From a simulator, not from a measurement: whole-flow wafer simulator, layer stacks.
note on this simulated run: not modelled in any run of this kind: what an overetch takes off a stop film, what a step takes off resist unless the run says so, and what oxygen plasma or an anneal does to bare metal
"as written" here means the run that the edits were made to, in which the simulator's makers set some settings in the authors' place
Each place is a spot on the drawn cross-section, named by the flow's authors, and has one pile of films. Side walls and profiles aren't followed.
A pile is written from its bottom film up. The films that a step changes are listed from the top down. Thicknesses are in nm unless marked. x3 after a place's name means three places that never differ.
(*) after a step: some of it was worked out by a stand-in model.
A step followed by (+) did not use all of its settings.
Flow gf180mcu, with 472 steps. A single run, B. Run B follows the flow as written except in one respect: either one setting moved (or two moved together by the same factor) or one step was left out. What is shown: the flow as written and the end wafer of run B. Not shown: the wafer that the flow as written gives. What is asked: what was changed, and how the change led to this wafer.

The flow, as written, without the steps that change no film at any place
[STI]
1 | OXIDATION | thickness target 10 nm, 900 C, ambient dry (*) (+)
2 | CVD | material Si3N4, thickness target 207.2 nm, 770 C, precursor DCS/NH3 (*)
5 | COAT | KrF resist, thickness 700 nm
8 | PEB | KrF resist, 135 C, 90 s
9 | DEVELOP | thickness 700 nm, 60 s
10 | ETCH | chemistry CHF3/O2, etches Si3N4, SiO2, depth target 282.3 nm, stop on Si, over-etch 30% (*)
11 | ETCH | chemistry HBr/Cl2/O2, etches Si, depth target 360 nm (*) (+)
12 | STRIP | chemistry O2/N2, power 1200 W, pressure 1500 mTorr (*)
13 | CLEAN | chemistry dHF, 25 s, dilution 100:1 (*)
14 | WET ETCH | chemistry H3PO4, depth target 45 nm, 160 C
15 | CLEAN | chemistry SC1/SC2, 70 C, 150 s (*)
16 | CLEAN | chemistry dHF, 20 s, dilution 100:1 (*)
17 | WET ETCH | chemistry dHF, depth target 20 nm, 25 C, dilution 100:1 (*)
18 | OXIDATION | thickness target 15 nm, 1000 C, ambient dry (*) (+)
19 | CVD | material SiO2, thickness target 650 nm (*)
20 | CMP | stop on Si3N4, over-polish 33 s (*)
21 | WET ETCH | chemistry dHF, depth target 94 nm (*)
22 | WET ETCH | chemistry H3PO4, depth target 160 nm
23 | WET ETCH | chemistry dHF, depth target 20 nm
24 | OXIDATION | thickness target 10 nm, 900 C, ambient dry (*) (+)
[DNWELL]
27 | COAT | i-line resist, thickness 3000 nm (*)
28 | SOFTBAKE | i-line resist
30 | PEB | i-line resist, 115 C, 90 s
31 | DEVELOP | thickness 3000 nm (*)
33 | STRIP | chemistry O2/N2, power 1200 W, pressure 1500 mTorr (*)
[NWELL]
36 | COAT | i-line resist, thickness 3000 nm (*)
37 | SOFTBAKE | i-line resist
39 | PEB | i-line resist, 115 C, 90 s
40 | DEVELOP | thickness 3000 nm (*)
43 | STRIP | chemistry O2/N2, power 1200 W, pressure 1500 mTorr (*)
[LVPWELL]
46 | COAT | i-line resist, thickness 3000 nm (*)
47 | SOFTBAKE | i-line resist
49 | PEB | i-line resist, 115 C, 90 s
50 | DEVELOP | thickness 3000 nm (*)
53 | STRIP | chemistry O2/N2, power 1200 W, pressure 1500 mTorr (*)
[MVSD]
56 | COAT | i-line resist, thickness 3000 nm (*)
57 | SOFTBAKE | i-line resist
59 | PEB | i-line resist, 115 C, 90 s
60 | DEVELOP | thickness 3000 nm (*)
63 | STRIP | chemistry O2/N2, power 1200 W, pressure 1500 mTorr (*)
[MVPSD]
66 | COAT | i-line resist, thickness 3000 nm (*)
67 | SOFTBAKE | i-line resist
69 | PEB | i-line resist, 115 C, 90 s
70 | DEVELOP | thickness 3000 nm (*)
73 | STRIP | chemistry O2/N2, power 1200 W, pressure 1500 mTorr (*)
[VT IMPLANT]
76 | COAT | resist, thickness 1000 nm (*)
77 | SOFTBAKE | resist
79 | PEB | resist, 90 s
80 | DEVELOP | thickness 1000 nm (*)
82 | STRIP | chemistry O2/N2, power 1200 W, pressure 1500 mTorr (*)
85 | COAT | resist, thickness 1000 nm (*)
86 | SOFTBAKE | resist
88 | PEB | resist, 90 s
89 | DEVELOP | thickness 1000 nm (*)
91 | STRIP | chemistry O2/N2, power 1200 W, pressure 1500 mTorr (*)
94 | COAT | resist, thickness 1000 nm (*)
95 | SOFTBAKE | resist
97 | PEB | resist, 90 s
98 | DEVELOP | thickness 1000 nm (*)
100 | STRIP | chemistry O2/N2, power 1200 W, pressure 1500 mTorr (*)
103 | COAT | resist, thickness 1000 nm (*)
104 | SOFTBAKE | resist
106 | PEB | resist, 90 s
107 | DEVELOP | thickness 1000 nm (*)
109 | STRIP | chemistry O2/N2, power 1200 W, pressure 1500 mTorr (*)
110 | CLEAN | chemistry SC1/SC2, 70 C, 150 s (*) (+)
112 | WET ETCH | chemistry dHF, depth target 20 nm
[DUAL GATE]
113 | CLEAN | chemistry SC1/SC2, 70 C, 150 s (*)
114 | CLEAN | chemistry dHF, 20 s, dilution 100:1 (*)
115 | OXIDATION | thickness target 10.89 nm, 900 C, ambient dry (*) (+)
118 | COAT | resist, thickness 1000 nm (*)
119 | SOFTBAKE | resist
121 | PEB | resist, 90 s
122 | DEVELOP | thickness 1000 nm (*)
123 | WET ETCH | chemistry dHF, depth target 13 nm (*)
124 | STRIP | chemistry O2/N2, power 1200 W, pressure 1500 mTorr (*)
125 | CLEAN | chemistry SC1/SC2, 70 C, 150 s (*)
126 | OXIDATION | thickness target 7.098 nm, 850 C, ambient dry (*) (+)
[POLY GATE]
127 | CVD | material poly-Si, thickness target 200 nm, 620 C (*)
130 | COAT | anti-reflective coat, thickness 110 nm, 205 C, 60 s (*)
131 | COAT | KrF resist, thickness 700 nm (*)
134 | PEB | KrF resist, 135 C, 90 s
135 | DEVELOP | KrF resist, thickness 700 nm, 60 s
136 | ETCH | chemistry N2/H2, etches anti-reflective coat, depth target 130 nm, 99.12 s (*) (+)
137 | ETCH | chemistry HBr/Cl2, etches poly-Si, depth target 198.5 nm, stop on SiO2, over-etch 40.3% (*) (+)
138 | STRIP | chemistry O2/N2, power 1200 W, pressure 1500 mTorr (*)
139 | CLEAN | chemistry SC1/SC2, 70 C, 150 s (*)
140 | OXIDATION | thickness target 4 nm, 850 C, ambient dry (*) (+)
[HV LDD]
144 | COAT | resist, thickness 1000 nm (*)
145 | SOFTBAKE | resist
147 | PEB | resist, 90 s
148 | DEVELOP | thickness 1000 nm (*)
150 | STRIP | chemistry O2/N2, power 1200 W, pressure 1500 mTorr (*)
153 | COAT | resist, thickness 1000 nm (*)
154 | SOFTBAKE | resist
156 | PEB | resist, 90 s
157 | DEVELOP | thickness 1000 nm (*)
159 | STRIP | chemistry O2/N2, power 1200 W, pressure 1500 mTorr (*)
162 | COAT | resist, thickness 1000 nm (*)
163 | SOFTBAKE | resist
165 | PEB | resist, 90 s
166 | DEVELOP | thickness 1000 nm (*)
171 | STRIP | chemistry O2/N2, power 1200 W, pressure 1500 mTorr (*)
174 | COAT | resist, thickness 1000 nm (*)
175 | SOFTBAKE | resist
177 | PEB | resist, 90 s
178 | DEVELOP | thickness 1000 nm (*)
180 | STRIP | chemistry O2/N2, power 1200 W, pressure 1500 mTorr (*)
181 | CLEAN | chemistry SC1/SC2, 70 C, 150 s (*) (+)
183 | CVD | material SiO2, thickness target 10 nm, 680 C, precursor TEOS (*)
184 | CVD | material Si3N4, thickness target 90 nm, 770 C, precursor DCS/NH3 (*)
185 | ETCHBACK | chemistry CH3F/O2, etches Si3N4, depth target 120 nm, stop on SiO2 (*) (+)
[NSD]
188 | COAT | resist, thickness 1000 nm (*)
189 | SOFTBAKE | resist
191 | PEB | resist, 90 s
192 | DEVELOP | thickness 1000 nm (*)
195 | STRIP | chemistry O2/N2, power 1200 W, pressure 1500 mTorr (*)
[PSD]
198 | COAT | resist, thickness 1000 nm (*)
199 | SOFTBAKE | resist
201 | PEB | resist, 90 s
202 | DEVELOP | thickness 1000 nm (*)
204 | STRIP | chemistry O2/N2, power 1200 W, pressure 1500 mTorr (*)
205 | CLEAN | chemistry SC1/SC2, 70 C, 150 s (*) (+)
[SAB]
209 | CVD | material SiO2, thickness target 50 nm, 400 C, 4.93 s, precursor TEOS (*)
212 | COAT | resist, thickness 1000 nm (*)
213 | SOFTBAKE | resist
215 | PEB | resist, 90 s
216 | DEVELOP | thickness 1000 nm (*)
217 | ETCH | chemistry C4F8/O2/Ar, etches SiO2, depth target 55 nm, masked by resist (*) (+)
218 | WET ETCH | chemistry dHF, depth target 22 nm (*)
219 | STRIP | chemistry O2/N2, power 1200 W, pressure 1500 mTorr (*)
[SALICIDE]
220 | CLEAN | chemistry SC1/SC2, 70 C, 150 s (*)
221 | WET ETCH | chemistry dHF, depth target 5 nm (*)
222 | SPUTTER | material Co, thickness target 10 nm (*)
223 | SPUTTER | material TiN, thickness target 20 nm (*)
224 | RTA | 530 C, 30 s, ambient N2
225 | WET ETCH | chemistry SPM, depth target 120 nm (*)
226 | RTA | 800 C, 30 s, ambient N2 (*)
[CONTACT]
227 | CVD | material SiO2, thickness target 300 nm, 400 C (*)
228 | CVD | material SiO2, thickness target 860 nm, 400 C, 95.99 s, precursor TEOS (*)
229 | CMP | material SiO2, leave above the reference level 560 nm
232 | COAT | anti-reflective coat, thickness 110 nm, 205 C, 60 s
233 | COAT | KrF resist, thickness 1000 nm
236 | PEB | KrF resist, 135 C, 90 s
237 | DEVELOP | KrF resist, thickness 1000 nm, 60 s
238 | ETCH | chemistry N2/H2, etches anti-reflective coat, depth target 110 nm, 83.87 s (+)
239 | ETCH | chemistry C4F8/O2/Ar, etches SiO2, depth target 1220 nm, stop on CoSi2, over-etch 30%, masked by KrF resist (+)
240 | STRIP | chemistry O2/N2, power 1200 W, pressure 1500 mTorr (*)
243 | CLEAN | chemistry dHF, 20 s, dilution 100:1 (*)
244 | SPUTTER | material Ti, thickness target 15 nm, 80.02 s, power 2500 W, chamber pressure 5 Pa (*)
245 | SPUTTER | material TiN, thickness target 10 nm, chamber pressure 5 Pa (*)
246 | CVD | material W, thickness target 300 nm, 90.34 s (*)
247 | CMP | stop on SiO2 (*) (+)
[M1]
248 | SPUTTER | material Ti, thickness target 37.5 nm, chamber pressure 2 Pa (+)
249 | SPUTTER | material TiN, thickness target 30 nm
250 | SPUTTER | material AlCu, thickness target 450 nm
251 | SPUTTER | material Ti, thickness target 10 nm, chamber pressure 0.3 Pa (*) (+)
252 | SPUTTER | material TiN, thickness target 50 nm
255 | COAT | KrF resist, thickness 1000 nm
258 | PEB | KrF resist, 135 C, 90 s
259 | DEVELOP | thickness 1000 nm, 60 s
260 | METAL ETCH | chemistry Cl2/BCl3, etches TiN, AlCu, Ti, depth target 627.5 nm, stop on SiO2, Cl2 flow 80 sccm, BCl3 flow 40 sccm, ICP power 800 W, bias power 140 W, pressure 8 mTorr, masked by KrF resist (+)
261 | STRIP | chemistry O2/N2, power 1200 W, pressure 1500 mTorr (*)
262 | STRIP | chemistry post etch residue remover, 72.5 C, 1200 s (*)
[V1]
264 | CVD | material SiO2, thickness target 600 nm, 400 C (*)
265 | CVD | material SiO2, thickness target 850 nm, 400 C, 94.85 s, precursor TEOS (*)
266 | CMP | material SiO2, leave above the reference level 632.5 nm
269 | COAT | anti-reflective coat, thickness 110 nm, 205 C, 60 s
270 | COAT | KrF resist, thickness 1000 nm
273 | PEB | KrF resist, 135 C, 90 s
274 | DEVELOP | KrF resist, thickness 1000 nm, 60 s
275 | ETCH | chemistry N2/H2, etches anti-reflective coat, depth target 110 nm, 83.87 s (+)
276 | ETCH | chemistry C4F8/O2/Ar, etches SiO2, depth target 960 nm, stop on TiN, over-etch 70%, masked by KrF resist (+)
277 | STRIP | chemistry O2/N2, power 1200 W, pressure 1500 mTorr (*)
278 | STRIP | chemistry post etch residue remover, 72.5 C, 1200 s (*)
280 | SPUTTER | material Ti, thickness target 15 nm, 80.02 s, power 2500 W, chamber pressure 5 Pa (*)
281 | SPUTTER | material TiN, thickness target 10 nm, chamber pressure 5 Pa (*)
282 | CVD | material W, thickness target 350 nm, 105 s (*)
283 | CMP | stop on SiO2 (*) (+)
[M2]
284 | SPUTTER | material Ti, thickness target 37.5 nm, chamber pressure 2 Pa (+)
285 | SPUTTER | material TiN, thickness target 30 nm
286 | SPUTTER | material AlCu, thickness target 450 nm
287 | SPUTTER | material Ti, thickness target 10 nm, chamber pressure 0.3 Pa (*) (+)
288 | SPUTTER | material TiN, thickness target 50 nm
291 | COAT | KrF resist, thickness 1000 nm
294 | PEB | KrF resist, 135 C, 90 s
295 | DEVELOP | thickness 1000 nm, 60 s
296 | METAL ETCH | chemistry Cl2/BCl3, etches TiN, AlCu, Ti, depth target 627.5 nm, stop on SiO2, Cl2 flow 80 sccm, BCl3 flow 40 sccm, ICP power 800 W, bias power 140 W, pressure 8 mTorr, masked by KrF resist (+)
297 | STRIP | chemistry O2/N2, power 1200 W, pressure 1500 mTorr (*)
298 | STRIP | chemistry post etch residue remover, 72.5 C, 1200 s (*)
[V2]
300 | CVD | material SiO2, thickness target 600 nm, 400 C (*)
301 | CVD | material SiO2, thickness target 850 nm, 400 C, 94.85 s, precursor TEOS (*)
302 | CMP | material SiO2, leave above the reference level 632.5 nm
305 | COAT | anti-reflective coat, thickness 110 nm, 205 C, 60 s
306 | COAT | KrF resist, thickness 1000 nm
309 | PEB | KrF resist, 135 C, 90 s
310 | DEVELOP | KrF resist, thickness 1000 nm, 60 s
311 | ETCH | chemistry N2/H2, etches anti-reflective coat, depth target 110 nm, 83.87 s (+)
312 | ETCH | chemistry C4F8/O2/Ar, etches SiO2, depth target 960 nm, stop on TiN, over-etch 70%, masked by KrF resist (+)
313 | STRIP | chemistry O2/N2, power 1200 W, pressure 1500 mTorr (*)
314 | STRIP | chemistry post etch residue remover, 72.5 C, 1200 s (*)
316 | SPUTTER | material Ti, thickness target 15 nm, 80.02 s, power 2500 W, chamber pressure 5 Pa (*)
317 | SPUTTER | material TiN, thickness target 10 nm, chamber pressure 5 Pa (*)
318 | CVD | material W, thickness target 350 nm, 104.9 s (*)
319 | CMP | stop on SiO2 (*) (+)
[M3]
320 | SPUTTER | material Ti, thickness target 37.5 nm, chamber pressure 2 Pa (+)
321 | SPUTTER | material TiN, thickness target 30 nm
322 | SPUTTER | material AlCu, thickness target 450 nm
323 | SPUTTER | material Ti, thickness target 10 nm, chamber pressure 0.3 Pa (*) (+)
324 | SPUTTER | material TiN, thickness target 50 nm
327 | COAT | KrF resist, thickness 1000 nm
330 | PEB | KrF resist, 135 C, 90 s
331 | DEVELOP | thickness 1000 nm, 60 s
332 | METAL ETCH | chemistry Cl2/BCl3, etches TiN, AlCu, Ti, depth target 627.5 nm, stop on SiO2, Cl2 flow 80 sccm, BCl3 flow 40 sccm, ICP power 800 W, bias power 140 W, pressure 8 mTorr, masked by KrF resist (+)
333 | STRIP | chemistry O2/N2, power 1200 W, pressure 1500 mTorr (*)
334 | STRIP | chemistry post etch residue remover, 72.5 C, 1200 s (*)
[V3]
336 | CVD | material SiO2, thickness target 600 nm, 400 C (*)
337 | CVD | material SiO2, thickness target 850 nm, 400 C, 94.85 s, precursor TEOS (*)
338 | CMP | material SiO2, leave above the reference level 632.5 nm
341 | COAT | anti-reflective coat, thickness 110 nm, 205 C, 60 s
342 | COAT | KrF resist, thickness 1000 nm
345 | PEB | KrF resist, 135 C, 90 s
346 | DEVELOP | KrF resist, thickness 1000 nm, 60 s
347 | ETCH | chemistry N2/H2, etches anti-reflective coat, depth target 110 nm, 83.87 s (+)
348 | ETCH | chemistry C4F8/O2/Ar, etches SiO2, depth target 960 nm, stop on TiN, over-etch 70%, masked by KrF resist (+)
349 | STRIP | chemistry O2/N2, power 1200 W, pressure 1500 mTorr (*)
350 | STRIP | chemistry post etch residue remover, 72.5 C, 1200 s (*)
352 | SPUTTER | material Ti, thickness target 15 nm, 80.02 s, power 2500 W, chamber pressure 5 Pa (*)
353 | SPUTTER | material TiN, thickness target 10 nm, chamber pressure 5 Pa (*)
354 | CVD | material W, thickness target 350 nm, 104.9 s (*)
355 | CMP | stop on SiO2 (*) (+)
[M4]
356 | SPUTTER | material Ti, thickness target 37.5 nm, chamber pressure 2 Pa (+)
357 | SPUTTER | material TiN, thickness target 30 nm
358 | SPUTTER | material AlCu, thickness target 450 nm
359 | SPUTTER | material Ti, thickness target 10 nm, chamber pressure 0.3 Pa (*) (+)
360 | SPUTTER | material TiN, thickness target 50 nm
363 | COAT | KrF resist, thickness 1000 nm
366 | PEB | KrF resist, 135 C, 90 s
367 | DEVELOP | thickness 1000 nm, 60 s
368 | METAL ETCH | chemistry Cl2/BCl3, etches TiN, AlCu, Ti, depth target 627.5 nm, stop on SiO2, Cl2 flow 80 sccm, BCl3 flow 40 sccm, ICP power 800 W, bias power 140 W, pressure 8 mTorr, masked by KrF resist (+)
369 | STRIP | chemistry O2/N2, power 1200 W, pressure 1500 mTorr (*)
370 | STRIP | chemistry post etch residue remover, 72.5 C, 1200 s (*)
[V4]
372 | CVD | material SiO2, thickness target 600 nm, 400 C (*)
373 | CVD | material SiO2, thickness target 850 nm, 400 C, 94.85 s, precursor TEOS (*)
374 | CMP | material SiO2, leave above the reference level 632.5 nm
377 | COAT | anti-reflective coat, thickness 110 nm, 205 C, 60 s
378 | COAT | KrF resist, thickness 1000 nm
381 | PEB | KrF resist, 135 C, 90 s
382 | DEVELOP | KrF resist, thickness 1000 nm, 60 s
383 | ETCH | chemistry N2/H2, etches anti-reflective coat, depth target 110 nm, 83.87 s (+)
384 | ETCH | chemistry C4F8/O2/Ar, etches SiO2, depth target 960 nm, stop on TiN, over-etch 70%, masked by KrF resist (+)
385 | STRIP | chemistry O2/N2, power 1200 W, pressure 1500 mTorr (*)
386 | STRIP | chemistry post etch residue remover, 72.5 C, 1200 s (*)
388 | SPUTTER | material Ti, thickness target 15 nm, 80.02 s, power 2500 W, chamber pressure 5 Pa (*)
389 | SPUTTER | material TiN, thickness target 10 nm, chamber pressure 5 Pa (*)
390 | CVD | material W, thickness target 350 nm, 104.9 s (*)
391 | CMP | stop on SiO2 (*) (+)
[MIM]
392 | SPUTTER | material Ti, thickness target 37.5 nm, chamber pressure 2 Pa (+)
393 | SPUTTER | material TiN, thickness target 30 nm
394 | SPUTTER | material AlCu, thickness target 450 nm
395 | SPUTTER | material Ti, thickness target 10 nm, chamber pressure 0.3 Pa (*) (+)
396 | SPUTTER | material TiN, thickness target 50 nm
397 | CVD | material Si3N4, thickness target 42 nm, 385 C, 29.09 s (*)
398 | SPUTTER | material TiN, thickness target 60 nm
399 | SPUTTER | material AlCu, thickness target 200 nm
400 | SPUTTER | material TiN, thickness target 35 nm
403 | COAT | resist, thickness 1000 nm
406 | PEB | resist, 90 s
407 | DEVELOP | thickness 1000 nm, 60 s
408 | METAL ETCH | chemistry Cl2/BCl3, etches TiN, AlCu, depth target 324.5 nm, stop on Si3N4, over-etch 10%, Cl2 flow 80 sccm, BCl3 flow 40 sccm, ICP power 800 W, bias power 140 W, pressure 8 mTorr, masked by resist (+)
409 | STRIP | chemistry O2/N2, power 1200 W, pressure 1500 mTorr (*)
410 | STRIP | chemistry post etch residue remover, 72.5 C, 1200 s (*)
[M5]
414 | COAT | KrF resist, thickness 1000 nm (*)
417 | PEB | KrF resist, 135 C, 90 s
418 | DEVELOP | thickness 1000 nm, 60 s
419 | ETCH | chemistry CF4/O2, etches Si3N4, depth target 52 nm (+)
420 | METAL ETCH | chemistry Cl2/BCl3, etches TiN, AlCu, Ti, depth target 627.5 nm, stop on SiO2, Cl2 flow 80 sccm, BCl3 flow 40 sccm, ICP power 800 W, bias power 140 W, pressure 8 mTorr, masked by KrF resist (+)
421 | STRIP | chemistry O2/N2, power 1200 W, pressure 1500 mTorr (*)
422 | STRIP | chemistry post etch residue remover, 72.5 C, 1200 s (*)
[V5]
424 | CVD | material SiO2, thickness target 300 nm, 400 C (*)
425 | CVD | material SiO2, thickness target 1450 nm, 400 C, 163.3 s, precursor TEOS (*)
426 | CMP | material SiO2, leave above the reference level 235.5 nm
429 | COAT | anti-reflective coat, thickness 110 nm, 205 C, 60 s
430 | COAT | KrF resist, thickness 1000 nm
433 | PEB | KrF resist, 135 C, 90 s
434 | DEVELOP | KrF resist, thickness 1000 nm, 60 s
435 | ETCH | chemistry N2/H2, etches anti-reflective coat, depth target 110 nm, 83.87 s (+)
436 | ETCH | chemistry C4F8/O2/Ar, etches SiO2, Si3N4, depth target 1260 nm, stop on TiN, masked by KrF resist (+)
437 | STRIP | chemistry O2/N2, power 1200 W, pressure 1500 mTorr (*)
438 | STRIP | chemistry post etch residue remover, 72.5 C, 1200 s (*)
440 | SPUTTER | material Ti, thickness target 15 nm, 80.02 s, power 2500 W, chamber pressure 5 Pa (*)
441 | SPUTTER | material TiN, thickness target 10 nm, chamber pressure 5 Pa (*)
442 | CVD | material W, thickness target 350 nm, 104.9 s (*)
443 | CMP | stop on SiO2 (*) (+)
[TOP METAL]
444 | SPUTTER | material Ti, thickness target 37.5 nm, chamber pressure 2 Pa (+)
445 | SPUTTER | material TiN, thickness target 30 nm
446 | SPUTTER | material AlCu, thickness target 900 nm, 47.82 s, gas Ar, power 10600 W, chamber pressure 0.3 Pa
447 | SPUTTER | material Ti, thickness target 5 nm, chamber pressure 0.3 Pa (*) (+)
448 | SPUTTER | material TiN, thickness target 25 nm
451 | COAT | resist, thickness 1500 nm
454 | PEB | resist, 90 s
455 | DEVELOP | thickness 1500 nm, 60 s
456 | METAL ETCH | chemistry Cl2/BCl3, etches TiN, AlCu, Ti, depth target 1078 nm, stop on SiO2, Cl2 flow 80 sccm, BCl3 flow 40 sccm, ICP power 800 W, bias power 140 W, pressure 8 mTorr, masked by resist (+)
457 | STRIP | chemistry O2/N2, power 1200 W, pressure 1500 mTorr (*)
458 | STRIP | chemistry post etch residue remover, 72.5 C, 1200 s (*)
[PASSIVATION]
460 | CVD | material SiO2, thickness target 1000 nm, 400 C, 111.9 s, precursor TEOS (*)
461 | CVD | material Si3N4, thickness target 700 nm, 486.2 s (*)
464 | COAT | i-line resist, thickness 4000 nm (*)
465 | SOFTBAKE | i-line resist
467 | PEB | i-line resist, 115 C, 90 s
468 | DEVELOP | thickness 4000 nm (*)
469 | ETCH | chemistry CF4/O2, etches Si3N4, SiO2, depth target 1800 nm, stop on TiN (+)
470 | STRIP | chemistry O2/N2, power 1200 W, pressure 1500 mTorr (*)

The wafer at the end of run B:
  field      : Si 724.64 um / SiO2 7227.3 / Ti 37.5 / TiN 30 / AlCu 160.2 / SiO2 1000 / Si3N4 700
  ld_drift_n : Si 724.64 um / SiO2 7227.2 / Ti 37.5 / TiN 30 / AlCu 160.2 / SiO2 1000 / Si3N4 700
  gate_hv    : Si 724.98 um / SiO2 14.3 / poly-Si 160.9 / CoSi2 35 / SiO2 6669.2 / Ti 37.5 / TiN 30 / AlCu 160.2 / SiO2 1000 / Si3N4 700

The reason: step 456, METAL ETCH: depth target 764.1 nm was run, while the flow as written has depth target 1078 nm.

The path from the change to this, step by step:
  456 | METAL ETCH | chemistry Cl2/BCl3, etches TiN, AlCu, Ti, depth target 1078 nm, stop on SiO2, Cl2 flow 80 sccm, BCl3 flow 40 sccm, ICP power 800 W, bias power 140 W, pressure 8 mTorr, masked by resist (+)
      field, field__w1, field__w2 and 103 more: -25 TiN (all of it), -5 Ti (all of it), -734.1 AlCu (in the flow as written it would be: -25 TiN (all of it), -5 Ti (all of it), -900 AlCu (all of it), -30 TiN (all of it), -37.5 Ti (all of it))
      field__w8, contact, m1, m1__w1, pad, m1_nw: -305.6 resist (in the flow as written it would be: -431 resist)
  457 | STRIP | chemistry O2/N2, power 1200 W, pressure 1500 mTorr (*)
      field__w8, contact, m1, m1__w1, pad, m1_nw: -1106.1 resist (all of it) (in the flow as written it would be: -980.8 resist (all of it))
  458 | STRIP | chemistry post etch residue remover, 72.5 C, 1200 s (*)
      field, field__w1, field__w2 and 103 more: -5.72 AlCu (in the flow as written it would be: nothing)
  460 | CVD | material SiO2, thickness target 1000 nm, 400 C, 111.9 s, precursor TEOS (*)
      field, field__w1, field__w2 and 103 more: +1000 SiO2 (new film) (in the flow as written it would be: +1000 SiO2)
  464 | COAT | i-line resist, thickness 4000 nm (*)
      field__w8: +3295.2 i-line resist (new film) (in the flow as written it would be: +3093.1 i-line resist (new film))
      contact: +3334.9 i-line resist (new film) (in the flow as written it would be: +3153.6 i-line resist (new film))
      (as well as at 4 more places)
  465 | SOFTBAKE | i-line resist
      field__w5, field__w9: +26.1 i-line resist (in the flow as written it would be: +37.3 i-line resist)
      field: -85 i-line resist (in the flow as written it would be: -120.6 i-line resist)
      (as well as at 66 more places)
  467 | PEB | i-line resist, 115 C, 90 s
      field__w8, m1__w1: -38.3 i-line resist (in the flow as written it would be: -34.7 i-line resist)
      contact, m1: -38.6 i-line resist (in the flow as written it would be: -35.1 i-line resist)
      (as well as at 2 more places)
  468 | DEVELOP | thickness 4000 nm (*)
      pad: -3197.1 i-line resist (all of it) (in the flow as written it would be: -2974.8 i-line resist (all of it))
  470 | STRIP | chemistry O2/N2, power 1200 W, pressure 1500 mTorr (*)
      field__w8, m1__w1: -2007.2 i-line resist (all of it) (in the flow as written it would be: -1787.7 i-line resist (all of it))
      contact: -2023 i-line resist (all of it) (in the flow as written it would be: -1811.2 i-line resist (all of it))
      (as well as at 2 more places)
With metal films that touch counted as one body, field has 1 body; the flow as written gives 0 bodies.
With metal films that touch counted as one body, ld_drift_n has 1 body; the flow as written gives 0 bodies.
With metal films that touch counted as one body, gate_hv has 2 bodies (between them, from the top down: SiO2 6669.2); the flow as written gives 1 body.
